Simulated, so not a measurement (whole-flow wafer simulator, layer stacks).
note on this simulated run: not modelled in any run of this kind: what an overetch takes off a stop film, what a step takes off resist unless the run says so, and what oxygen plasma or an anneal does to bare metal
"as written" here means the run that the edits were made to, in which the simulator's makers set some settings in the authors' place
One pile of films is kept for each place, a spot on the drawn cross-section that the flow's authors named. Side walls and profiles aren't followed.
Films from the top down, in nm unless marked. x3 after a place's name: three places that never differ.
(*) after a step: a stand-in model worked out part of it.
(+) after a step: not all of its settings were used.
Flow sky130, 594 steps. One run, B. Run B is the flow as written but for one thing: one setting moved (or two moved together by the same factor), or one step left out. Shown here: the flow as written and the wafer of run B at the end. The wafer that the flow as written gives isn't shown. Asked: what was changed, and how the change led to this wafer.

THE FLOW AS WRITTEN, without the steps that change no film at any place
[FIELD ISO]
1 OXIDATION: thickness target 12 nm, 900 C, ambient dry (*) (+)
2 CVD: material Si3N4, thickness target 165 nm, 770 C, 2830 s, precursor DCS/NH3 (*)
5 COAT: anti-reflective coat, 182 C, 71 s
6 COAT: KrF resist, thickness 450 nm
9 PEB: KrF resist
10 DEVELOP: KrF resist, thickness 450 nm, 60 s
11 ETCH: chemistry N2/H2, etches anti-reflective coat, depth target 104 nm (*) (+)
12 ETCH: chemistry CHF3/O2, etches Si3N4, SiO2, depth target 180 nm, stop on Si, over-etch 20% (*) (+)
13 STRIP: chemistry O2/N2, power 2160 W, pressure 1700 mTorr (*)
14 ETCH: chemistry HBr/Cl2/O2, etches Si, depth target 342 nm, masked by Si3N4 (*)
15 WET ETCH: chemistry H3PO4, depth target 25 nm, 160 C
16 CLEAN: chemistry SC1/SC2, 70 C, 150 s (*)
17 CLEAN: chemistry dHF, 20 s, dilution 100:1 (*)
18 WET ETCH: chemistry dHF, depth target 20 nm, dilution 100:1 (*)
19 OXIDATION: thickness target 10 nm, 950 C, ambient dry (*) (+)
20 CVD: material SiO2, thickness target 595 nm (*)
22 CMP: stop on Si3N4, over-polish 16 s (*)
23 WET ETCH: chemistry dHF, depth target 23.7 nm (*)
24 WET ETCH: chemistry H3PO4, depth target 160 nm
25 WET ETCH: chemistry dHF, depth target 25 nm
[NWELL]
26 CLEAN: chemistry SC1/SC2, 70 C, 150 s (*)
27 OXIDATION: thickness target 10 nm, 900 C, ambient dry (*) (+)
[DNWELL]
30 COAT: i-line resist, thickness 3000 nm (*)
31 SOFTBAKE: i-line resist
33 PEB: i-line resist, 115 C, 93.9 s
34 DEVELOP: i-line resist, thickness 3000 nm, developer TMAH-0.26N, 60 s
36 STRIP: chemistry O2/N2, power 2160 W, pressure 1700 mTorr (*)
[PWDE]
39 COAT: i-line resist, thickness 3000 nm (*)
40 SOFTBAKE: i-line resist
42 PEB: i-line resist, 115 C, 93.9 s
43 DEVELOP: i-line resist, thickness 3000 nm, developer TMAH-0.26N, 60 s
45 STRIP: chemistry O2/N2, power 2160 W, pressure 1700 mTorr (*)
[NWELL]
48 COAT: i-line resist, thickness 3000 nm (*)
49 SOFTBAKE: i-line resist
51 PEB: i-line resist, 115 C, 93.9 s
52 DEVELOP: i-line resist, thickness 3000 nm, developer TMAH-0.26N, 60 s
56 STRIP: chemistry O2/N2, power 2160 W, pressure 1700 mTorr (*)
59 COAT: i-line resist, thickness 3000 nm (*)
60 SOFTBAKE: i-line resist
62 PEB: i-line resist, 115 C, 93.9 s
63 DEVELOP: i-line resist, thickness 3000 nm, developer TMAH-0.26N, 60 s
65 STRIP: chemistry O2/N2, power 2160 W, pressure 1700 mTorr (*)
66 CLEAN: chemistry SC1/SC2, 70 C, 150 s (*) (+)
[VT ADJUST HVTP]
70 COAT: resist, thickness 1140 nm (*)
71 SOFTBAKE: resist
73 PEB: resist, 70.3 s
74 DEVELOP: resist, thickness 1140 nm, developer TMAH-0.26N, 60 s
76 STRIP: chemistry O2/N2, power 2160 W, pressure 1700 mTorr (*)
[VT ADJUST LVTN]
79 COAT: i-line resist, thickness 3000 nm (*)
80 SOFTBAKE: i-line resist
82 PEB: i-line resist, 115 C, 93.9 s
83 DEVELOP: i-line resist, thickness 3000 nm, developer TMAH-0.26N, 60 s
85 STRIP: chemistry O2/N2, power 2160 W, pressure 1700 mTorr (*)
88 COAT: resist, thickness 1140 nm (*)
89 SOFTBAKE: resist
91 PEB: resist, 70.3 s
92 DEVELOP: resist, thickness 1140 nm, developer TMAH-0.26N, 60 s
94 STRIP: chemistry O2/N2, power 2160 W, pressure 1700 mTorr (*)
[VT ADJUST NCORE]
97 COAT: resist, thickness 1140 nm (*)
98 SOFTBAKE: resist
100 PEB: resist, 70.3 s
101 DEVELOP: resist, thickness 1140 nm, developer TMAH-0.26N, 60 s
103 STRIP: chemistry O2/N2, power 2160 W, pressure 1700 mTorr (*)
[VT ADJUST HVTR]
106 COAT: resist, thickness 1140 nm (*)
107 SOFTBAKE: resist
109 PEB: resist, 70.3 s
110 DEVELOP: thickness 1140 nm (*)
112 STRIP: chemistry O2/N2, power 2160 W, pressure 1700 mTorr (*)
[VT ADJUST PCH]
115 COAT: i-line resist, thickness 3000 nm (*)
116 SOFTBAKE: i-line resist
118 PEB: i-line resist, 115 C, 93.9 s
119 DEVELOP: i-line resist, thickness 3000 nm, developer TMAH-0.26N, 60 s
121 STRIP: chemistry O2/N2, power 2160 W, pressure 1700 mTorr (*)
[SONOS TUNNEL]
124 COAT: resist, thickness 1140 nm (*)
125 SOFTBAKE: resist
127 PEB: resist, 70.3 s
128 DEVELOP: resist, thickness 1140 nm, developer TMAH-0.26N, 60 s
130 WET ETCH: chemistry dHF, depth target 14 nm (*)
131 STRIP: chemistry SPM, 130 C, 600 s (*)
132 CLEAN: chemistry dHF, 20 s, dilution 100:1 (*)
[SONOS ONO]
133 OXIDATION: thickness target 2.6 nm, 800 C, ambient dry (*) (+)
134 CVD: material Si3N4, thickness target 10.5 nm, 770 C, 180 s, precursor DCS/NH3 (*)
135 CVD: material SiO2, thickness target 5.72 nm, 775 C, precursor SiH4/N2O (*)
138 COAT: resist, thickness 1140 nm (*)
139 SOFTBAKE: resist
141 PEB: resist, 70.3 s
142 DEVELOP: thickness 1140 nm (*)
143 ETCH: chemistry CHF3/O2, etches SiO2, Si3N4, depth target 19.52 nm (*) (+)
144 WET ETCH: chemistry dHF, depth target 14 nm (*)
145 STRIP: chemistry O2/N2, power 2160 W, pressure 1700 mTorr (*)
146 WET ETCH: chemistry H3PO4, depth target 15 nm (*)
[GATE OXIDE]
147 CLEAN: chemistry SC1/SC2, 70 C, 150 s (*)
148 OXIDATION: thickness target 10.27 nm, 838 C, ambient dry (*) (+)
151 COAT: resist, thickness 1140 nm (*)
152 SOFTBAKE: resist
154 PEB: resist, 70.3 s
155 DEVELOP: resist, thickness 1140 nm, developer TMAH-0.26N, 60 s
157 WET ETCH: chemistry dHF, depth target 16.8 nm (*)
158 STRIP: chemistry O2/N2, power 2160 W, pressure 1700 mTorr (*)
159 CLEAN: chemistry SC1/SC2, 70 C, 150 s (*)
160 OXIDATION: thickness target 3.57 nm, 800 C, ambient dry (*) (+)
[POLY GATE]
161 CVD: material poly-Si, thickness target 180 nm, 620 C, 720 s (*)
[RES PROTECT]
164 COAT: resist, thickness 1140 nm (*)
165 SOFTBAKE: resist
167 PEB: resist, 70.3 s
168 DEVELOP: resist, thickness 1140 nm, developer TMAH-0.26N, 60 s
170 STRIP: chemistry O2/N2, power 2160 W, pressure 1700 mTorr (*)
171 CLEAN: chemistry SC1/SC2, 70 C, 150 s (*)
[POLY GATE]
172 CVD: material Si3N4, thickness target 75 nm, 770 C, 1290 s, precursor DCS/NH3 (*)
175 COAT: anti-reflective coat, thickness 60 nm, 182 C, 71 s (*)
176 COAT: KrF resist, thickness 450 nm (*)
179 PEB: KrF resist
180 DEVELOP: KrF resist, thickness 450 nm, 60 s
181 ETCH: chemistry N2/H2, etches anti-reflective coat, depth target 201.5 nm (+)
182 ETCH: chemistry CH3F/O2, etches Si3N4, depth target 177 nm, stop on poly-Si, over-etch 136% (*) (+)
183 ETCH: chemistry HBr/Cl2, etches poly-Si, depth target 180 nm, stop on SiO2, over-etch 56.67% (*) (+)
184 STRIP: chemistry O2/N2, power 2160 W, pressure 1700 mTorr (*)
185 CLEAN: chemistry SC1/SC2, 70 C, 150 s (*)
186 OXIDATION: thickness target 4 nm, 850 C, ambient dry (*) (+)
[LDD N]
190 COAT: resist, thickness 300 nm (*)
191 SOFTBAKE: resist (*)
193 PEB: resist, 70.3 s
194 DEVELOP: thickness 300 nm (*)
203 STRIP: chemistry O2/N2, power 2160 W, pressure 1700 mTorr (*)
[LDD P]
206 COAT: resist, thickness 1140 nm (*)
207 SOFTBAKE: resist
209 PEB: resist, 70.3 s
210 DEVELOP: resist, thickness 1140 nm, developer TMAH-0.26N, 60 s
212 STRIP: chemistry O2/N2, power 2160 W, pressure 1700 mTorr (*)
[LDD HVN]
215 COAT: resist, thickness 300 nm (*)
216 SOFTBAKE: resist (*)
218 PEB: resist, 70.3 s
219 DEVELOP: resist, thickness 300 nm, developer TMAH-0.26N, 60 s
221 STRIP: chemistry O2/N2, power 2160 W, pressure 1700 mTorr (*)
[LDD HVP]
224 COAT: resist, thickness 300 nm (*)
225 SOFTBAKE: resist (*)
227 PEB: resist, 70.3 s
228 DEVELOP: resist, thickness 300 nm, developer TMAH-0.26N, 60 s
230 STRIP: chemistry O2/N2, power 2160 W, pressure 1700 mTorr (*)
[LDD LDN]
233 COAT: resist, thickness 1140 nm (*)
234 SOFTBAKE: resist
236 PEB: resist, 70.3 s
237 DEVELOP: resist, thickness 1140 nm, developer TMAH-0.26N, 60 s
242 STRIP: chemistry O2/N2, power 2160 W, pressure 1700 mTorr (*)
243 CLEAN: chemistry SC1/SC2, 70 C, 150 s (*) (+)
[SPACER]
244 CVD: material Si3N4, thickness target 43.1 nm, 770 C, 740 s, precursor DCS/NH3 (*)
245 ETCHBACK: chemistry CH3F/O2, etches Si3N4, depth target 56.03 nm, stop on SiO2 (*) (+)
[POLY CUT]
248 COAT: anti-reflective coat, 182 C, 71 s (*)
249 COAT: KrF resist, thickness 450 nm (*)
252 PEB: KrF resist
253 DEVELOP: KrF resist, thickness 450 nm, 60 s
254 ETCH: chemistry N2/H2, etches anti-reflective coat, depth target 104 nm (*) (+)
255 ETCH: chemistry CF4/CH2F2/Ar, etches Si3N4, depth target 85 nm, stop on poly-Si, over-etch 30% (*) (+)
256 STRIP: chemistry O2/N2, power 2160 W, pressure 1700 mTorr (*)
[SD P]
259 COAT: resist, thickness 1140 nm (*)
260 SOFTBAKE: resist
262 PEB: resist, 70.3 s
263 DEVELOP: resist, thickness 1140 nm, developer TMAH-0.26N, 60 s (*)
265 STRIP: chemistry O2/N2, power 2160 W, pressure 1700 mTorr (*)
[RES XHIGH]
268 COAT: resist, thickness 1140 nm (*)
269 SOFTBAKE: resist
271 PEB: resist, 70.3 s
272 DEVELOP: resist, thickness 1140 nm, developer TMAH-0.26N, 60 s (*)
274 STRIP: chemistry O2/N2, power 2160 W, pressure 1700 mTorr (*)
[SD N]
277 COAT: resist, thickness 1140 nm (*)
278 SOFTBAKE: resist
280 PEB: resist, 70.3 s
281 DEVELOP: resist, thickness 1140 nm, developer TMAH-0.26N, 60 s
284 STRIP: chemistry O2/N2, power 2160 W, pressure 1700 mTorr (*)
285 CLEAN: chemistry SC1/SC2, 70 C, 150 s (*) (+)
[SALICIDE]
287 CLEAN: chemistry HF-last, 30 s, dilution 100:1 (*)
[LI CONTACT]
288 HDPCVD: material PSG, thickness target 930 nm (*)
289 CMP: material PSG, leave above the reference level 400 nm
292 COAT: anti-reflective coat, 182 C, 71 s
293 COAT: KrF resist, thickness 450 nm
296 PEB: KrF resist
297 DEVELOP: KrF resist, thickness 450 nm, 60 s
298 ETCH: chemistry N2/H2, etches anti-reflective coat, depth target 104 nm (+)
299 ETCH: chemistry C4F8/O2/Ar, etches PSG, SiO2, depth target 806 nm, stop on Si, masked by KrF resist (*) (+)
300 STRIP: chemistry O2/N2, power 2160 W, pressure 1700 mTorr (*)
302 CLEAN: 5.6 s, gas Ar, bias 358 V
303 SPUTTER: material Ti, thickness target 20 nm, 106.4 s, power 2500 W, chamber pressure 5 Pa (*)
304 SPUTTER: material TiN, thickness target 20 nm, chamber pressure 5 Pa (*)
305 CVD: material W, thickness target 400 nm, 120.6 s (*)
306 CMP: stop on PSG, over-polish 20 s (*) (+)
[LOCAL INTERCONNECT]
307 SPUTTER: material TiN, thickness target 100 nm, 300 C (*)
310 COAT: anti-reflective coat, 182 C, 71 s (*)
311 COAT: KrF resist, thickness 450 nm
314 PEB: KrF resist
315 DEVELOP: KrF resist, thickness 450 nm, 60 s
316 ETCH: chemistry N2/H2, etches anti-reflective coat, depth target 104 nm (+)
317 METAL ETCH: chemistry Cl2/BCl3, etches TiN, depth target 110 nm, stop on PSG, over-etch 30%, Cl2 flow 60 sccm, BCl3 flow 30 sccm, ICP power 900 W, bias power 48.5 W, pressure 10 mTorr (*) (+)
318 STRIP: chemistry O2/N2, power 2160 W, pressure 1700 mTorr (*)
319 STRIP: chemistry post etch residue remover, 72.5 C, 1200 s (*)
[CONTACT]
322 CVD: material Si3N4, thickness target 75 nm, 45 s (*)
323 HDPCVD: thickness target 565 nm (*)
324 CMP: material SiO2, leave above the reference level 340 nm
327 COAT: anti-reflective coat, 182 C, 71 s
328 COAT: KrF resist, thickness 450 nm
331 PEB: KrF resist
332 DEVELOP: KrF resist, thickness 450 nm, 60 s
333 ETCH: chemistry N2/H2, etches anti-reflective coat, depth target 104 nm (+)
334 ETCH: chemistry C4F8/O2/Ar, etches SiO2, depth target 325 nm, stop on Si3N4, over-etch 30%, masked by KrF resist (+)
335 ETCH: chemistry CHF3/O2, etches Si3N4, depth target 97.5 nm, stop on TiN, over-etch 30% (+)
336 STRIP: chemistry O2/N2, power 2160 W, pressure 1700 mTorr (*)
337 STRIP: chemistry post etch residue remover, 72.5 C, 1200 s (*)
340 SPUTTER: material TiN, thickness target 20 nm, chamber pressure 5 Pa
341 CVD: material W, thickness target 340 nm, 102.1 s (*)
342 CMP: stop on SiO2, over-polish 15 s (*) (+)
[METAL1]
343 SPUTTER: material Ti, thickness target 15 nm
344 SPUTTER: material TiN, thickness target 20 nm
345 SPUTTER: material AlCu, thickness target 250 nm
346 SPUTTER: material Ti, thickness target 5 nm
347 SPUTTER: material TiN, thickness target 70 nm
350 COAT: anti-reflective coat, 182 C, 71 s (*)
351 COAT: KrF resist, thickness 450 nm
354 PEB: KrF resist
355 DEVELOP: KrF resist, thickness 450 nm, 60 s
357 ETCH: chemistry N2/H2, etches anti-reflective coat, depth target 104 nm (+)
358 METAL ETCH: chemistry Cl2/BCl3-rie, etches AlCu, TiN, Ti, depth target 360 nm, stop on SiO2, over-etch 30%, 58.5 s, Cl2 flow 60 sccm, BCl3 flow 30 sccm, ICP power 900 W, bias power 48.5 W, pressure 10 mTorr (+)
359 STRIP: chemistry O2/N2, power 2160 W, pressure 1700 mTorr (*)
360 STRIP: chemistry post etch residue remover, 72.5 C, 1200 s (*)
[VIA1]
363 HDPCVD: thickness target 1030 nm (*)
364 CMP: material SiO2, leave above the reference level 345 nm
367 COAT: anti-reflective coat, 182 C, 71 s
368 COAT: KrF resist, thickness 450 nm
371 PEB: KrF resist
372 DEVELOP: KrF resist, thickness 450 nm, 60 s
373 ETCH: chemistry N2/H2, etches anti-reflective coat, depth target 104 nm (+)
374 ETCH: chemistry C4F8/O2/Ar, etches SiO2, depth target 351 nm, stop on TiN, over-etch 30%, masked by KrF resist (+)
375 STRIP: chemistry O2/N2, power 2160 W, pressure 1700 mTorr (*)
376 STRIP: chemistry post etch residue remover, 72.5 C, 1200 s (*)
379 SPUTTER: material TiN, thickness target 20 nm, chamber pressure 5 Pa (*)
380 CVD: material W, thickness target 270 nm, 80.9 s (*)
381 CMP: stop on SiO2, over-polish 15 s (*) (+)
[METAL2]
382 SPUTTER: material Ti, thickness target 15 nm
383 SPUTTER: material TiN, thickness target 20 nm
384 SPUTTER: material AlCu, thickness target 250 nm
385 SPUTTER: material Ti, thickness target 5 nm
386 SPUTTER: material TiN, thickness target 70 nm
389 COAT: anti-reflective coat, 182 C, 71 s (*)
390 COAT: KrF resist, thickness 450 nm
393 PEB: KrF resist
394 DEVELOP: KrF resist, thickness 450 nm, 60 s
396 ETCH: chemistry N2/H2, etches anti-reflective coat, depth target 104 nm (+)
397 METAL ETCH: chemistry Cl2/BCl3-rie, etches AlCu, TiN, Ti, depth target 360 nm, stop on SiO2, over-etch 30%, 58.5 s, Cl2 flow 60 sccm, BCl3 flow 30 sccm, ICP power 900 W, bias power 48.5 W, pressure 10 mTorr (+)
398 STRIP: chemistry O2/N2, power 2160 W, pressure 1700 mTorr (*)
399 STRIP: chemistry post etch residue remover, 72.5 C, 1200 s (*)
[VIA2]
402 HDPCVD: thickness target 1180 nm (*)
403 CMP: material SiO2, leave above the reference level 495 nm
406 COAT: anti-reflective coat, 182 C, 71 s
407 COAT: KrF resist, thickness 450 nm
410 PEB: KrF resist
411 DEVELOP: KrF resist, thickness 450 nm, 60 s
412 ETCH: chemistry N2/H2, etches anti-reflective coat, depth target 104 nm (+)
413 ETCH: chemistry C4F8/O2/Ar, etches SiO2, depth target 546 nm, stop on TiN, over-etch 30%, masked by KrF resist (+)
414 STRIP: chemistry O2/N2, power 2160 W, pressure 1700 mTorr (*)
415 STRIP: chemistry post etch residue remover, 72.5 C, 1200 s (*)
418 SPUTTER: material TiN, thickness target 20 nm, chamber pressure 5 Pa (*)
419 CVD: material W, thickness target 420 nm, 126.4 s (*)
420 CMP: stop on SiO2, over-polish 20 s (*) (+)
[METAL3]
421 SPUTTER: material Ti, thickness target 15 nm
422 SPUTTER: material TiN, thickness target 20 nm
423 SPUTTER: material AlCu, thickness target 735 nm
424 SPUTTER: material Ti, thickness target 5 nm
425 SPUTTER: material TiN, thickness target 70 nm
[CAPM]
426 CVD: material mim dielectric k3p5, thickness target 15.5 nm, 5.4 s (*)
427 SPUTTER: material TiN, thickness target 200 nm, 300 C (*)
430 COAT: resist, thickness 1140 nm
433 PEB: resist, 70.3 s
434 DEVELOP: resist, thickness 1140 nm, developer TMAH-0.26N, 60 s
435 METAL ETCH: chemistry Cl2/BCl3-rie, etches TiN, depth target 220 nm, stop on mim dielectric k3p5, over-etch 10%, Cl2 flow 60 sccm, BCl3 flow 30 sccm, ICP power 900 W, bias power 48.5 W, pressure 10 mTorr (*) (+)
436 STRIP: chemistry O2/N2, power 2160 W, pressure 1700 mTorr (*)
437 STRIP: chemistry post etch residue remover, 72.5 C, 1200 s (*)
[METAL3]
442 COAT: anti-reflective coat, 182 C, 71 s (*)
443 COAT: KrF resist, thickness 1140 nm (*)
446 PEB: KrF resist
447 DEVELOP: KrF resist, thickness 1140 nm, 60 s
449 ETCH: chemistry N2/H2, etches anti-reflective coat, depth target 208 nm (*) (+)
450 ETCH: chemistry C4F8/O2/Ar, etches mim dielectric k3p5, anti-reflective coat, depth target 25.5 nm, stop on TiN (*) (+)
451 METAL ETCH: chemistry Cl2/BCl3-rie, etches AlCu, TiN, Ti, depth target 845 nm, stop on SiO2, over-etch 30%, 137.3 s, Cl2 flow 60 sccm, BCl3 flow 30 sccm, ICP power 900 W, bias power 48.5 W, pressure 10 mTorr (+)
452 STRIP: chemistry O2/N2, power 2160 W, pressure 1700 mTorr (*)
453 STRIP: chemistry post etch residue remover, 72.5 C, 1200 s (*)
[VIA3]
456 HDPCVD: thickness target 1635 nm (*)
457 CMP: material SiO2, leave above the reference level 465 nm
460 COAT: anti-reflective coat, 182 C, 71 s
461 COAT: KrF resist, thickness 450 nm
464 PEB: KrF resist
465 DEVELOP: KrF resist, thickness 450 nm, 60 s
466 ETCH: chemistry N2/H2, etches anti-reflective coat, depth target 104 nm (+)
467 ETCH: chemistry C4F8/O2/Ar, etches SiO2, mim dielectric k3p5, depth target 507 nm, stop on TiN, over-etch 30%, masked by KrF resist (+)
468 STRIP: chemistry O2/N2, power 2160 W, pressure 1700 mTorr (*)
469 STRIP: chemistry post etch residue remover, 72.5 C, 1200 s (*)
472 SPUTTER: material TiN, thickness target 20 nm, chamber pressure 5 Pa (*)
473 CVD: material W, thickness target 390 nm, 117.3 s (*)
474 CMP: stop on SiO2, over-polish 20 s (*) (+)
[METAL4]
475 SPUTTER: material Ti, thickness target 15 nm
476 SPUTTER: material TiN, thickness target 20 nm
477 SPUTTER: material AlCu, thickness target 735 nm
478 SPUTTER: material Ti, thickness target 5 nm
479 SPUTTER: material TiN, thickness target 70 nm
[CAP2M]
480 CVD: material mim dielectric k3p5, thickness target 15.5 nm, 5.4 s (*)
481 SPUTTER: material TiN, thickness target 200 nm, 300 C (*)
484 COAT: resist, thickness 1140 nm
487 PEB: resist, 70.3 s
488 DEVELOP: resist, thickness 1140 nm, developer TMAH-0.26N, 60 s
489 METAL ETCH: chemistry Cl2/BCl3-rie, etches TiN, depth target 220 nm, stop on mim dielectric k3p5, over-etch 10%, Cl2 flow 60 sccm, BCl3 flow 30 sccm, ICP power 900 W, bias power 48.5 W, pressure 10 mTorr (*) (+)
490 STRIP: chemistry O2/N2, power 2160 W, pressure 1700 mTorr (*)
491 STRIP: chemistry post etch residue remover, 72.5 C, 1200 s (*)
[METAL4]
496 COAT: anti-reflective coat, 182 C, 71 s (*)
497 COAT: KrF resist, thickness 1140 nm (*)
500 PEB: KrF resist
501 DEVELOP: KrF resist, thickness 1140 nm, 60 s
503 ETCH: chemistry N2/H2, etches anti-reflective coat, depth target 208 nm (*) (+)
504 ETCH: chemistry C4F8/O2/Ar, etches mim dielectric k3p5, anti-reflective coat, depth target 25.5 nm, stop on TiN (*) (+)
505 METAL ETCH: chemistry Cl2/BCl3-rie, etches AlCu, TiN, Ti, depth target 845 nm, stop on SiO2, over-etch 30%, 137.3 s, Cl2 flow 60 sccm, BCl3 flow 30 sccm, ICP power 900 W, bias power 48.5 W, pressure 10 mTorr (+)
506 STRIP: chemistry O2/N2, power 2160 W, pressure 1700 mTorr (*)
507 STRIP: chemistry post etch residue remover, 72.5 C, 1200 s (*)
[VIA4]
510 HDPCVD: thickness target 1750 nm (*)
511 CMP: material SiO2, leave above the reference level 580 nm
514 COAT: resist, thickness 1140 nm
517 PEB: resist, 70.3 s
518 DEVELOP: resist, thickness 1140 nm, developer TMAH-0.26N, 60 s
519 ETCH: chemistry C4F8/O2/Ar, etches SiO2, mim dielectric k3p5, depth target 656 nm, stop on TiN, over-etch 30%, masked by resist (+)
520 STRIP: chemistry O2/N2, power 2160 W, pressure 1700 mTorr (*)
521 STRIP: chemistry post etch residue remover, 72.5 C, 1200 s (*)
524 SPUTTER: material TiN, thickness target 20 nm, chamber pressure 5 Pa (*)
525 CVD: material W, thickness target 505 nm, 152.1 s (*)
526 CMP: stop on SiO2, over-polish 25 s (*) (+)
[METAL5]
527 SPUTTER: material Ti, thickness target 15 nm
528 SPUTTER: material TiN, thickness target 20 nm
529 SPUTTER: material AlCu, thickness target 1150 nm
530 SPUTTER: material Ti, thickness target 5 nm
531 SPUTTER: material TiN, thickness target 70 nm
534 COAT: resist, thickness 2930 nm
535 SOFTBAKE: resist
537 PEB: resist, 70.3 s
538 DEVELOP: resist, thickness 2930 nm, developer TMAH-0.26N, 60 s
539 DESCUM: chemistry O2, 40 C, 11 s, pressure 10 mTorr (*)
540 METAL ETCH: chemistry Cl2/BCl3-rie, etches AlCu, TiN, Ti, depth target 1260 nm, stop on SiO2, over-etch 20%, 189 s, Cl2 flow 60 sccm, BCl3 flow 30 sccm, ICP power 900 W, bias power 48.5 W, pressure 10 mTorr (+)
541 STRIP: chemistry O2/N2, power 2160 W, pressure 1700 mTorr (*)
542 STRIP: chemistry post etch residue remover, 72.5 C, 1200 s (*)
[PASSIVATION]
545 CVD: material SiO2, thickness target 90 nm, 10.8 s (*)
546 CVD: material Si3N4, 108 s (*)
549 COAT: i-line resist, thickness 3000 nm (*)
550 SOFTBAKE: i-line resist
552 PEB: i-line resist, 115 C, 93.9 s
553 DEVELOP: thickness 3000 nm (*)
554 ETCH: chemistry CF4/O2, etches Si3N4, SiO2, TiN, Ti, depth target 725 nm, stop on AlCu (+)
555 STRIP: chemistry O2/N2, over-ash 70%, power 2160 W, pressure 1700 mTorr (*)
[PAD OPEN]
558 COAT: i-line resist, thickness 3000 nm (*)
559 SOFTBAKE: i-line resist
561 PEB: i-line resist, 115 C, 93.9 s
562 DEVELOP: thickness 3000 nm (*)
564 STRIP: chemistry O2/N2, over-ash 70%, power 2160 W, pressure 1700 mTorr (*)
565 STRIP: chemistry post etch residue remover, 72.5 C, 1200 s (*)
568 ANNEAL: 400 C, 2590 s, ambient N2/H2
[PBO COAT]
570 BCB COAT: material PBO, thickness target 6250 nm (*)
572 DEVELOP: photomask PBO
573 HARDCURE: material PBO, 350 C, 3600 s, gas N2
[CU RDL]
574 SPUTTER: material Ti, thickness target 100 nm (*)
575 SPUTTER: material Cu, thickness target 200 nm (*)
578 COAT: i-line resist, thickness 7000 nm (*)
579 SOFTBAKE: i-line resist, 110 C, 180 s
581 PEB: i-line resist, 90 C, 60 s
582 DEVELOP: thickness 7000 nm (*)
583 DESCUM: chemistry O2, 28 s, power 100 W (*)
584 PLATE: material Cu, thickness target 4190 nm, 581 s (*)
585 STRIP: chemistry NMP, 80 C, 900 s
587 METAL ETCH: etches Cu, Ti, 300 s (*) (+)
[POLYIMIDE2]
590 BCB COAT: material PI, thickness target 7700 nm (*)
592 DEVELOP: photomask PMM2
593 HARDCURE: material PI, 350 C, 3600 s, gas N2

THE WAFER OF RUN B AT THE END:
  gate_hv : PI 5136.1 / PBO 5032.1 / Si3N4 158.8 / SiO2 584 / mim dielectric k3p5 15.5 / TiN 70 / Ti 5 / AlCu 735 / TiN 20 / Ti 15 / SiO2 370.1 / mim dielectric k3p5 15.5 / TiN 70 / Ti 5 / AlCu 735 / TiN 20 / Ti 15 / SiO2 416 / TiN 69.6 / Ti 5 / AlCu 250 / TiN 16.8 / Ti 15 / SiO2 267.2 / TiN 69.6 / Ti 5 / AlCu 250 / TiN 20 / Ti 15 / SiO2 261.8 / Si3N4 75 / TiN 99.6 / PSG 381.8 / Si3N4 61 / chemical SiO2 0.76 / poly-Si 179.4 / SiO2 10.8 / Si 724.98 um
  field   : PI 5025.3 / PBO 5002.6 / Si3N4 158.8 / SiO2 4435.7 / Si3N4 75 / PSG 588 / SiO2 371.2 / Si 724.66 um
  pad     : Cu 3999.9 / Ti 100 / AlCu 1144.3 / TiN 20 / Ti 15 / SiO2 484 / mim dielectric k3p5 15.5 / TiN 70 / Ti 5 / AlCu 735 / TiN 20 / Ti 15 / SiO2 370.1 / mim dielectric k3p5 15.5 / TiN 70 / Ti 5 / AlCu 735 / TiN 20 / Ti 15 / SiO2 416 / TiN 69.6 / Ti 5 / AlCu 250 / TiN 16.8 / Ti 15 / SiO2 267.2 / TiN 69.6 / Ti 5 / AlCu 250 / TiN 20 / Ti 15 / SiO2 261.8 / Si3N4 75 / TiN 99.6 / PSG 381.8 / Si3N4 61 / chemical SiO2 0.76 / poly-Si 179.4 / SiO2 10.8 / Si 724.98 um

The cause: step 383, SPUTTER: thickness target 16.8 nm was run, where the flow has thickness target 20 nm.
It can be read off the wafer: gate_hv has TiN 16.8, and step 383 as written asks for 20 nm.

How the change led to this, step by step:
  383 SPUTTER: material TiN, thickness target 20 nm
      field, active, n_well and 188 more: TiN +16.8 (new film) (as written it would be: TiN +20 (new film))
  397 METAL ETCH: chemistry Cl2/BCl3-rie, etches AlCu, TiN, Ti, depth target 360 nm, stop on SiO2, over-etch 30%, 58.5 s, Cl2 flow 60 sccm, BCl3 flow 30 sccm, ICP power 900 W, bias power 48.5 W, pressure 10 mTorr (+)
      field, active, gate and 82 more: TiN -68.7 (all of it), Ti -5 (all of it), AlCu -250 (all of it), TiN -16.8 (all of it), Ti -15 (all of it), SiO2 -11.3 (as written it would be: TiN -68.7 (all of it), Ti -5 (all of it), AlCu -250 (all of it), TiN -20 (all of it), Ti -15 (all of it), SiO2 -10.9)
